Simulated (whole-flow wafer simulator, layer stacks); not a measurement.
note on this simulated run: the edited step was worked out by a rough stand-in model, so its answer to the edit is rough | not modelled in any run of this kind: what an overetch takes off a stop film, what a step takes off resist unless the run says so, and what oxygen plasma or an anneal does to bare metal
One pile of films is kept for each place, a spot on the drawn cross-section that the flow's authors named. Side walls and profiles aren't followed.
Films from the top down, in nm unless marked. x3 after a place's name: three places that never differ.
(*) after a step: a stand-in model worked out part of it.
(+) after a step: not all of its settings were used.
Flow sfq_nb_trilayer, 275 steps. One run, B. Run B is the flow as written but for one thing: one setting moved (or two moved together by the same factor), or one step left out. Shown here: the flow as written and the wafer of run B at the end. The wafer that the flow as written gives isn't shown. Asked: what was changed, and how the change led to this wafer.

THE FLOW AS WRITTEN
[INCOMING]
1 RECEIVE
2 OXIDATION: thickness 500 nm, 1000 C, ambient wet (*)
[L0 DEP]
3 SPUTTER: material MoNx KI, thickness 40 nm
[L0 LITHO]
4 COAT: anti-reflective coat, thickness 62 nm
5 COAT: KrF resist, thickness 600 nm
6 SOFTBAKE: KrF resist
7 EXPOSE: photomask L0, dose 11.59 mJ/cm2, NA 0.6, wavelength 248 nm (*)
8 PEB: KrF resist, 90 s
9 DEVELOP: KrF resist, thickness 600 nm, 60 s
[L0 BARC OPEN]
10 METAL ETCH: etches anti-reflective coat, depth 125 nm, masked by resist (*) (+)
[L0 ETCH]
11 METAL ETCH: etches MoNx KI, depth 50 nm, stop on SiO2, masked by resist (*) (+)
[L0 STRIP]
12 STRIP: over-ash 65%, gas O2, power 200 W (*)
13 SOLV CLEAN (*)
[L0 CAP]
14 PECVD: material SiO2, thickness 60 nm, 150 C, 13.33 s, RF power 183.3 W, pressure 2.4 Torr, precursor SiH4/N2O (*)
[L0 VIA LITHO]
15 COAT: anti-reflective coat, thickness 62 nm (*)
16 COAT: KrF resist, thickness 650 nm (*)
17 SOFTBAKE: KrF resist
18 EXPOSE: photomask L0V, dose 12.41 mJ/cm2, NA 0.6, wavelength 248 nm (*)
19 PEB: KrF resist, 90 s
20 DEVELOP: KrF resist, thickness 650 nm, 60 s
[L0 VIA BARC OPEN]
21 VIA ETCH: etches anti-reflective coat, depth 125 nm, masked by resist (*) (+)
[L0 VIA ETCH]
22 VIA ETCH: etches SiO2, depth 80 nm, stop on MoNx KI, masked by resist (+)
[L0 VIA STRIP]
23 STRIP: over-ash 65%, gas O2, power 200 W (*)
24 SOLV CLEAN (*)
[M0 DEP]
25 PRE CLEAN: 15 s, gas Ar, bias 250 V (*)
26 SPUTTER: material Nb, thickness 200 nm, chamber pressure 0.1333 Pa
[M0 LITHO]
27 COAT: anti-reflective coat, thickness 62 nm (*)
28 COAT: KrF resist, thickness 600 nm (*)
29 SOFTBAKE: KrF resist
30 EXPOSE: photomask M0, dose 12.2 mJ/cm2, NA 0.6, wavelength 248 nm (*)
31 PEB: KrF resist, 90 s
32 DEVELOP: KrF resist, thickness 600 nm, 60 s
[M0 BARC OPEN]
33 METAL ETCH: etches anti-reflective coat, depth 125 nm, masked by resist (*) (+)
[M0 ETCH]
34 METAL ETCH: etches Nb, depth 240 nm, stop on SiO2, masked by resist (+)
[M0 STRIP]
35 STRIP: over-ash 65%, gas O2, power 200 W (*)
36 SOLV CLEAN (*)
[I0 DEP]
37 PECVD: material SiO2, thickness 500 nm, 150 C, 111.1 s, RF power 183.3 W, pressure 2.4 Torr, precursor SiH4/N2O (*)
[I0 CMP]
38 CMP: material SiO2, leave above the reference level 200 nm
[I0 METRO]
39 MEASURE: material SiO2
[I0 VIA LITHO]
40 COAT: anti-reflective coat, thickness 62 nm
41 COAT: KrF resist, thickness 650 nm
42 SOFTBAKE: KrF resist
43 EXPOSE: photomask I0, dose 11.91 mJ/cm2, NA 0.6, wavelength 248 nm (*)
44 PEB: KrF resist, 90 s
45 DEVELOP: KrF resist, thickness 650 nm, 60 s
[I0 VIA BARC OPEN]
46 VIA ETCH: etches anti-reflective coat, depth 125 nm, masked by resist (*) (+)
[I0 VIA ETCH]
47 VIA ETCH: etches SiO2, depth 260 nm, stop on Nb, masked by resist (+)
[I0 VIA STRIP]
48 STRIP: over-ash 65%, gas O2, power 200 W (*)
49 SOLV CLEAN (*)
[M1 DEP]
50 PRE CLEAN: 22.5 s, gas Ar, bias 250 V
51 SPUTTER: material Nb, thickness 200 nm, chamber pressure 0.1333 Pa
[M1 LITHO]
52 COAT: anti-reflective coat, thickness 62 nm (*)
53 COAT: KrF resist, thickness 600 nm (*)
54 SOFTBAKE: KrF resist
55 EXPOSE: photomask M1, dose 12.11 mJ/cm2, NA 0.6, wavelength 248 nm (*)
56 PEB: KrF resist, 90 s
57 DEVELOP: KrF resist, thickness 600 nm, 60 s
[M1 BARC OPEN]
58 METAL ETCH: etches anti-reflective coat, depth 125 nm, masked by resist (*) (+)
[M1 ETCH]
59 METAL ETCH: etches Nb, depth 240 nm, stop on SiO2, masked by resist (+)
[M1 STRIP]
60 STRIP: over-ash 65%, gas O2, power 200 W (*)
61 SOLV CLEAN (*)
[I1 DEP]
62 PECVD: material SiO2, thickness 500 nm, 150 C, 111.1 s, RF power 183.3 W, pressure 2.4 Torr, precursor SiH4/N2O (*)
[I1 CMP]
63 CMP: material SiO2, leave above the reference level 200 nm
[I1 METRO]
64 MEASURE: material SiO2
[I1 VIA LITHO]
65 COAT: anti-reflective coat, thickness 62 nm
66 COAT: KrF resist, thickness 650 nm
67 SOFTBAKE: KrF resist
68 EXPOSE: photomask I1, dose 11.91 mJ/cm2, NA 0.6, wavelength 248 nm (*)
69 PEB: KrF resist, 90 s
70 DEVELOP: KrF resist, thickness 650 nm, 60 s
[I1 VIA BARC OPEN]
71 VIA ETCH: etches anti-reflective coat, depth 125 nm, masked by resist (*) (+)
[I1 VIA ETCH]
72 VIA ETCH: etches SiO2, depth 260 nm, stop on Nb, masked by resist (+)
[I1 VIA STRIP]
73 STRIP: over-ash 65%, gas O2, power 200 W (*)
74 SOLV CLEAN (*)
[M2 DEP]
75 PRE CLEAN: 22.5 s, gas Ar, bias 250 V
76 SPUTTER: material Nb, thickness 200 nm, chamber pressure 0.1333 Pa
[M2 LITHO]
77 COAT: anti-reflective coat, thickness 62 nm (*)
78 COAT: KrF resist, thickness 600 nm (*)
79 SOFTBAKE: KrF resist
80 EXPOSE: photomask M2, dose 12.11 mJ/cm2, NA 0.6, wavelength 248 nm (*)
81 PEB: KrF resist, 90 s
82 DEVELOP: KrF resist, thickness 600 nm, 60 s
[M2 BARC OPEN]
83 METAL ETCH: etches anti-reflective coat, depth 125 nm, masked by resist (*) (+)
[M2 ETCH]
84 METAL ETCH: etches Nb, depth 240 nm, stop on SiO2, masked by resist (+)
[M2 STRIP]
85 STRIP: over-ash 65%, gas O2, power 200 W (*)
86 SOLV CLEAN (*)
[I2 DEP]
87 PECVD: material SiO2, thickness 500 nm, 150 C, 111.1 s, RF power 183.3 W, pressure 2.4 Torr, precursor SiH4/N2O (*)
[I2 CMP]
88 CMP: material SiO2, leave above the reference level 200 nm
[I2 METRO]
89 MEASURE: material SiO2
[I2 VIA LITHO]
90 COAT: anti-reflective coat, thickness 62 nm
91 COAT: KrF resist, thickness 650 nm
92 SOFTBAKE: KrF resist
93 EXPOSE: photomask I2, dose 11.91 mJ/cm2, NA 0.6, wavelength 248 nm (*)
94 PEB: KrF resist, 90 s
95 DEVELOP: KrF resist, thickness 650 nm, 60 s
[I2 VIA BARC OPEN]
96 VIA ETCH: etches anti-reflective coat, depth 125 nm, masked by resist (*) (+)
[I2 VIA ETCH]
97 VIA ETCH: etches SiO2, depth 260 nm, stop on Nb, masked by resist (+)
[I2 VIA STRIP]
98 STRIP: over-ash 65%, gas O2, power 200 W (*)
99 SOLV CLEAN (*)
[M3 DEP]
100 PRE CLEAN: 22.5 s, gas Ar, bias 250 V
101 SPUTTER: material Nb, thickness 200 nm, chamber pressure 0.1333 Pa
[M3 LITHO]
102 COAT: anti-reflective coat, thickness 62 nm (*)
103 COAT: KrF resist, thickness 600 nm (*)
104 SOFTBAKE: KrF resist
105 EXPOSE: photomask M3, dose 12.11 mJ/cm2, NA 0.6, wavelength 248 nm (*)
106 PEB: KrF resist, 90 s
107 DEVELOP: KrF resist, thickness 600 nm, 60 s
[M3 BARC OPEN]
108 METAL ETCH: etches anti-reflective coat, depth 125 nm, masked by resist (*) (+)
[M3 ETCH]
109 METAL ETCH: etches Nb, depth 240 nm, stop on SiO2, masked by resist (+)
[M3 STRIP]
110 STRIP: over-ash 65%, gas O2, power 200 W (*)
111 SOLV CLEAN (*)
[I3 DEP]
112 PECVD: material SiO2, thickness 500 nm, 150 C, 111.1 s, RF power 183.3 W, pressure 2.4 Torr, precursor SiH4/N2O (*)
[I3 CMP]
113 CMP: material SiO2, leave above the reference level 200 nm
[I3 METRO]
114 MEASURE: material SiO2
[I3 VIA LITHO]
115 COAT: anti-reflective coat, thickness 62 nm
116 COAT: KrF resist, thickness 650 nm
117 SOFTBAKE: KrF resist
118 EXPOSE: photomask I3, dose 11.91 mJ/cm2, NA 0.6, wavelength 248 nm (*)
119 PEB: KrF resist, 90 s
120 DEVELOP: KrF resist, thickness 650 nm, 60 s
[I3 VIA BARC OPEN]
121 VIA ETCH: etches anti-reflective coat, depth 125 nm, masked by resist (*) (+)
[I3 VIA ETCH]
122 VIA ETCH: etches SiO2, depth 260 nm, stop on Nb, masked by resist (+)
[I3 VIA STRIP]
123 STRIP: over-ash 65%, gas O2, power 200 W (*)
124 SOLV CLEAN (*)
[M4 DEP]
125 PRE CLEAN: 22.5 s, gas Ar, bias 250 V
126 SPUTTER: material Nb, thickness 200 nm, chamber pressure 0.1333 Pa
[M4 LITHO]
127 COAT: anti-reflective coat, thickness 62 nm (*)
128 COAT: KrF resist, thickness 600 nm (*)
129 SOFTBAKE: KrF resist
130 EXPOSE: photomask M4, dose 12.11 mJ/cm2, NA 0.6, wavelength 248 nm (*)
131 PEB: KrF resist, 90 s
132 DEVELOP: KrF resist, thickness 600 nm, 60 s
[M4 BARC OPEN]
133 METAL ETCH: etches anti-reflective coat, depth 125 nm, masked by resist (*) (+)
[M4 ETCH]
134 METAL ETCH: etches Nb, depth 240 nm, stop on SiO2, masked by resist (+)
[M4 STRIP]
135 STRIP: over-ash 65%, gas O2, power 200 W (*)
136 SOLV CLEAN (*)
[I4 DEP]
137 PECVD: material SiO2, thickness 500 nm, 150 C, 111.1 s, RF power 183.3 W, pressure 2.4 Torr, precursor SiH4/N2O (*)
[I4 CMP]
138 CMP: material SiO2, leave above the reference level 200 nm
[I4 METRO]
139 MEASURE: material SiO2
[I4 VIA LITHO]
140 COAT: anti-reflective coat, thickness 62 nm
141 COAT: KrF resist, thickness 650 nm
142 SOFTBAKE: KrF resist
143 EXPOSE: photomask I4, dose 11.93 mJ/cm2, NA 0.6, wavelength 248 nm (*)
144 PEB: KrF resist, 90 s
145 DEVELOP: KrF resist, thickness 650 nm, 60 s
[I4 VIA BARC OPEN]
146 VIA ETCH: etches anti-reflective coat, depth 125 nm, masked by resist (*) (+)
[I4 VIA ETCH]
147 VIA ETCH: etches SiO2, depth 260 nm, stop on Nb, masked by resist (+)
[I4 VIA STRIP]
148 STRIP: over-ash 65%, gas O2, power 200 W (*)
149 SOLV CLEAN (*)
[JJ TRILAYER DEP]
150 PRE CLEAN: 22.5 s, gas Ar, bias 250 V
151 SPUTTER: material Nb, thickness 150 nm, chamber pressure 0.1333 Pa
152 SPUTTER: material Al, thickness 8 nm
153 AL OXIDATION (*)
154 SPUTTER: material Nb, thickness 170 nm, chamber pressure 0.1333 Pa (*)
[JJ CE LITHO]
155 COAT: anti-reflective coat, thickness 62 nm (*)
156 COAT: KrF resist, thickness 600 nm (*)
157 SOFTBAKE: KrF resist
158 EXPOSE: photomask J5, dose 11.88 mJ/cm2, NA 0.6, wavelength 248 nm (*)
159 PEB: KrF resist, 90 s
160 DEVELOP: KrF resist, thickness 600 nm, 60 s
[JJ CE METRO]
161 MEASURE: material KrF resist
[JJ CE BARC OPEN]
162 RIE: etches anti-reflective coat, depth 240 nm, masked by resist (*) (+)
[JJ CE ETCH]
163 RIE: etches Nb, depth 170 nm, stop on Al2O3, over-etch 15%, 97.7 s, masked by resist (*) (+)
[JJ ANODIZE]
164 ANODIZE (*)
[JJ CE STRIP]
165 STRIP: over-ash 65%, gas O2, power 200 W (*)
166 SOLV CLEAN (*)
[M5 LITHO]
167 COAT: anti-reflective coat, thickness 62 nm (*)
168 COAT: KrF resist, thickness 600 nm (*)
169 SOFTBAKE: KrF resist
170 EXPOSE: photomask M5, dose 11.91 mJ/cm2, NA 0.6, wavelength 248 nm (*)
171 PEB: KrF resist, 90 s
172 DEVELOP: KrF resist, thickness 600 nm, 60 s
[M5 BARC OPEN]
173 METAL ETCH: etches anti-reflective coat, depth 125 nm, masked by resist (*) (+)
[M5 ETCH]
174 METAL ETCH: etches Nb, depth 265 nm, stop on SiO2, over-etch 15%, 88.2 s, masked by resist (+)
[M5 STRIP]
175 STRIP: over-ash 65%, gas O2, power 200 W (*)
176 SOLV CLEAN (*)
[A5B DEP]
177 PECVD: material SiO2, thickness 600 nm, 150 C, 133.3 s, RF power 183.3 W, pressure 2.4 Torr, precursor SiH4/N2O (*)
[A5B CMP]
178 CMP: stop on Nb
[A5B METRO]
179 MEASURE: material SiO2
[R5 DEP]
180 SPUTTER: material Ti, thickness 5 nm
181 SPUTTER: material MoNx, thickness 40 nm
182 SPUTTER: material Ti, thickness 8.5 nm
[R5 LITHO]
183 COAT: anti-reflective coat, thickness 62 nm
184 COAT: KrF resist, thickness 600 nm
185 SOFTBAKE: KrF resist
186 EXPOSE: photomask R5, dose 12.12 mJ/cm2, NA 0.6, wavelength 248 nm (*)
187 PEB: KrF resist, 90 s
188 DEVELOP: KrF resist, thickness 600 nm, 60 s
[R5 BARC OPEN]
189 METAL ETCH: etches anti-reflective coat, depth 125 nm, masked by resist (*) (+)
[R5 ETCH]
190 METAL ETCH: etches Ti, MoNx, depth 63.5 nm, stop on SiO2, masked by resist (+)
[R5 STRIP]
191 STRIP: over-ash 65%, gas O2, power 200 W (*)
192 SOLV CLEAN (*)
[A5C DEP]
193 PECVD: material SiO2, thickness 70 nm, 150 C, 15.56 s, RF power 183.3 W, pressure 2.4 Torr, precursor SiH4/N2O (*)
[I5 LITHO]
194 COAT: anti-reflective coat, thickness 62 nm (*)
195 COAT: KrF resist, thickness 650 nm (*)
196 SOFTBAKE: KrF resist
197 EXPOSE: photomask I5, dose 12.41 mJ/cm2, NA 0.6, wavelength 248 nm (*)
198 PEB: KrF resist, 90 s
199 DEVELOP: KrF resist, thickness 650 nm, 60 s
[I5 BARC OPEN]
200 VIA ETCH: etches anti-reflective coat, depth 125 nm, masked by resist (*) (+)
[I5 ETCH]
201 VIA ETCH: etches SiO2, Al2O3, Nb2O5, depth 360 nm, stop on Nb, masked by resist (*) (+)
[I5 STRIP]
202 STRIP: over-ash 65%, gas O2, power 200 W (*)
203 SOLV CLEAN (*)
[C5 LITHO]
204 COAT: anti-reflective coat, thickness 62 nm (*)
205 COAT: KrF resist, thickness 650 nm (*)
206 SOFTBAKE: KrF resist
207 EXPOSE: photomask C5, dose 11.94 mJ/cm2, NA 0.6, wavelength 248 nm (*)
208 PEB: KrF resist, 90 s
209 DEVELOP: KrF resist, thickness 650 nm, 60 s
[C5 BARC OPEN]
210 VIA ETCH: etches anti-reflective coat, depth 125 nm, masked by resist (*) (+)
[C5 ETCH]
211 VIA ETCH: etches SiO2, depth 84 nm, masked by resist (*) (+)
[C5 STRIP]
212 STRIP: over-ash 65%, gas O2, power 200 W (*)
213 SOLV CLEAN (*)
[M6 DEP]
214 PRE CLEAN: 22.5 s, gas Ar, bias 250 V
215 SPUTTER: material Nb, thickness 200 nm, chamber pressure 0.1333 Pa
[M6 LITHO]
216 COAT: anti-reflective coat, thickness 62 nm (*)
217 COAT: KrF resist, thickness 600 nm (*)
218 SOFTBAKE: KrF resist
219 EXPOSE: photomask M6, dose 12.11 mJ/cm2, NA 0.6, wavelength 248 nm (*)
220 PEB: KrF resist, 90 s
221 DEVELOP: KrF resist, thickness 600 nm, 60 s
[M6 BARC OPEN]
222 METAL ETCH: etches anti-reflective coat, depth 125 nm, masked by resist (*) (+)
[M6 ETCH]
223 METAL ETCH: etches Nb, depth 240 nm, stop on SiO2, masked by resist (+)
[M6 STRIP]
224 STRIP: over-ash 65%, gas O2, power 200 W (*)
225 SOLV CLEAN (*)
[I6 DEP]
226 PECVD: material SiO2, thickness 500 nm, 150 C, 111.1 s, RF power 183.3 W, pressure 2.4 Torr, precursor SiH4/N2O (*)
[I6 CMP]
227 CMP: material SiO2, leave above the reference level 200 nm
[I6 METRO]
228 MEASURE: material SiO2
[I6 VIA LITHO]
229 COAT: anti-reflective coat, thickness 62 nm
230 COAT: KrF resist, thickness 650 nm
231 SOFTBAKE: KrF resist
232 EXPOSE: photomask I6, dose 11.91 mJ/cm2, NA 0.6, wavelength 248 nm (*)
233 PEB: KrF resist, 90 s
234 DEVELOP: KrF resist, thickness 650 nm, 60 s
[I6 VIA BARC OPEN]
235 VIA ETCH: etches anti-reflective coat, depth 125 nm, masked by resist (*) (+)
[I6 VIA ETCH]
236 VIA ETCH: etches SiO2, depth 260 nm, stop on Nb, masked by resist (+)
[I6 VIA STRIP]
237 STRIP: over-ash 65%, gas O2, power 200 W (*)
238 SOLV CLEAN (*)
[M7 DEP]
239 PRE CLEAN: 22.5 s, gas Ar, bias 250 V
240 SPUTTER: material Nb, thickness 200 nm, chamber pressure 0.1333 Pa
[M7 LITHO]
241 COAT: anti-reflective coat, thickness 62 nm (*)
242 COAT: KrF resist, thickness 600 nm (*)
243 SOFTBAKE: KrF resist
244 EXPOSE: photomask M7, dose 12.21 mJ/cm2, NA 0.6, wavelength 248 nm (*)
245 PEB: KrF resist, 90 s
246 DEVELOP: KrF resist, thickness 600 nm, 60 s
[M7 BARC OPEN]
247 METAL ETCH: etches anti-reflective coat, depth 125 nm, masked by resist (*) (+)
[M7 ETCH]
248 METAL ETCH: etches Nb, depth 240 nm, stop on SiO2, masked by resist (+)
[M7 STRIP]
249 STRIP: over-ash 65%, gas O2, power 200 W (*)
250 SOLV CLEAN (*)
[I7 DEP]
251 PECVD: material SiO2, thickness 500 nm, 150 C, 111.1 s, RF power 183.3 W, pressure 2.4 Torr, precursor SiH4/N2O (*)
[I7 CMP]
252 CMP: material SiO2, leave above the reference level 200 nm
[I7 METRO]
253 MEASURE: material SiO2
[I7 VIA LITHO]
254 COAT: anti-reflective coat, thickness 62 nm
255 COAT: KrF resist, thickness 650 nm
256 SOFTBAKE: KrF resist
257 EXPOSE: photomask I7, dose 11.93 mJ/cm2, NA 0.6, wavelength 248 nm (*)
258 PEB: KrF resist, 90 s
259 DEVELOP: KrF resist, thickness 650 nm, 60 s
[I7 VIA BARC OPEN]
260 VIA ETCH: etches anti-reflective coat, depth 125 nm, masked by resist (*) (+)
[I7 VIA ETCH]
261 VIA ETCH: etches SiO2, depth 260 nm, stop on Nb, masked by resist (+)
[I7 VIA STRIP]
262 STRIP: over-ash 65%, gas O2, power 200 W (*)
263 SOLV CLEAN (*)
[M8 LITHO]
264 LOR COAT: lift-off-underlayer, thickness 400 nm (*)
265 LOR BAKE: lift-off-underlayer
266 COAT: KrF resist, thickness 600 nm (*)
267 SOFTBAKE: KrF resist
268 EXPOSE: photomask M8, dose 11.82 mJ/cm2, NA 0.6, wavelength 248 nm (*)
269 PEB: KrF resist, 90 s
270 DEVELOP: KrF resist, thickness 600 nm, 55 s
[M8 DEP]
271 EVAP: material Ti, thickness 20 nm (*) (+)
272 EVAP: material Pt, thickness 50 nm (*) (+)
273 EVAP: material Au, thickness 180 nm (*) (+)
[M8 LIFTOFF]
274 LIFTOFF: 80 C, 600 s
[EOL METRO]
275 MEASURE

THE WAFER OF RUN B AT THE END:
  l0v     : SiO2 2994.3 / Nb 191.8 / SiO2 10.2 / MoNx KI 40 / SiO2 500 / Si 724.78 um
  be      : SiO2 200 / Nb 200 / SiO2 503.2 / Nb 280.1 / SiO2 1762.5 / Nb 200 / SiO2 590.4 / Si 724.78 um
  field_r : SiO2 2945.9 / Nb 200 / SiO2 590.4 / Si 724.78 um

The cause: step 14, PECVD: thickness 95.4 nm was run, where the flow has thickness 60 nm; step 14, PECVD: 21.2 s was run, where the flow has 13.33 s.

How the change led to this, step by step:
  14 PECVD: material SiO2, thickness 60 nm, 150 C, 13.33 s, RF power 183.3 W, pressure 2.4 Torr, precursor SiH4/N2O (*)
      v_sur, via_wl, via_w and 97 more: SiO2 +95.4 (as written it would be: SiO2 +60)
      field_l, l0_sur, l0v, l0r_line_l, l0r_line_c, l0r_line_r: SiO2 +95.4 (new film) (as written it would be: SiO2 +60 (new film))
  22 VIA ETCH: etches SiO2, depth 80 nm, stop on MoNx KI, masked by resist (+)
      l0v: SiO2 -80 (as written it would be: SiO2 -59.8 (all of it))
  25 PRE CLEAN: 15 s, gas Ar, bias 250 V (*)
      l0v: SiO2 -5 (as written it would be: MoNx KI -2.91)
  27 COAT: anti-reflective coat, thickness 62 nm (*)
      l0_sur: anti-reflective coat +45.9 (new film) (as written it would be: anti-reflective coat +47.5 (new film))
      l0v: anti-reflective coat +83.5 (new film) (as written it would be: anti-reflective coat +78 (new film))
  28 COAT: KrF resist, thickness 600 nm (*)
      l0v: KrF resist +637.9 (new film) (as written it would be: KrF resist +622.9 (new film))
  35 STRIP: over-ash 65%, gas O2, power 200 W (*)
      l0_sur: KrF resist -369.6 (all of it), anti-reflective coat -45.9 (all of it) (as written it would be: KrF resist -372 (all of it), anti-reflective coat -47.5 (all of it))
      l0v: KrF resist -420.2 (all of it), anti-reflective coat -83.5 (all of it) (as written it would be: KrF resist -405.3 (all of it), anti-reflective coat -78 (all of it))
  38 CMP: material SiO2, leave above the reference level 200 nm
      l0v: SiO2 -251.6 (as written it would be: SiO2 -277.8)
Counting metal films that touch as one body, l0v has 2 bodies (between them, from the top down: SiO2 10.2); the flow as written gives 1 body.
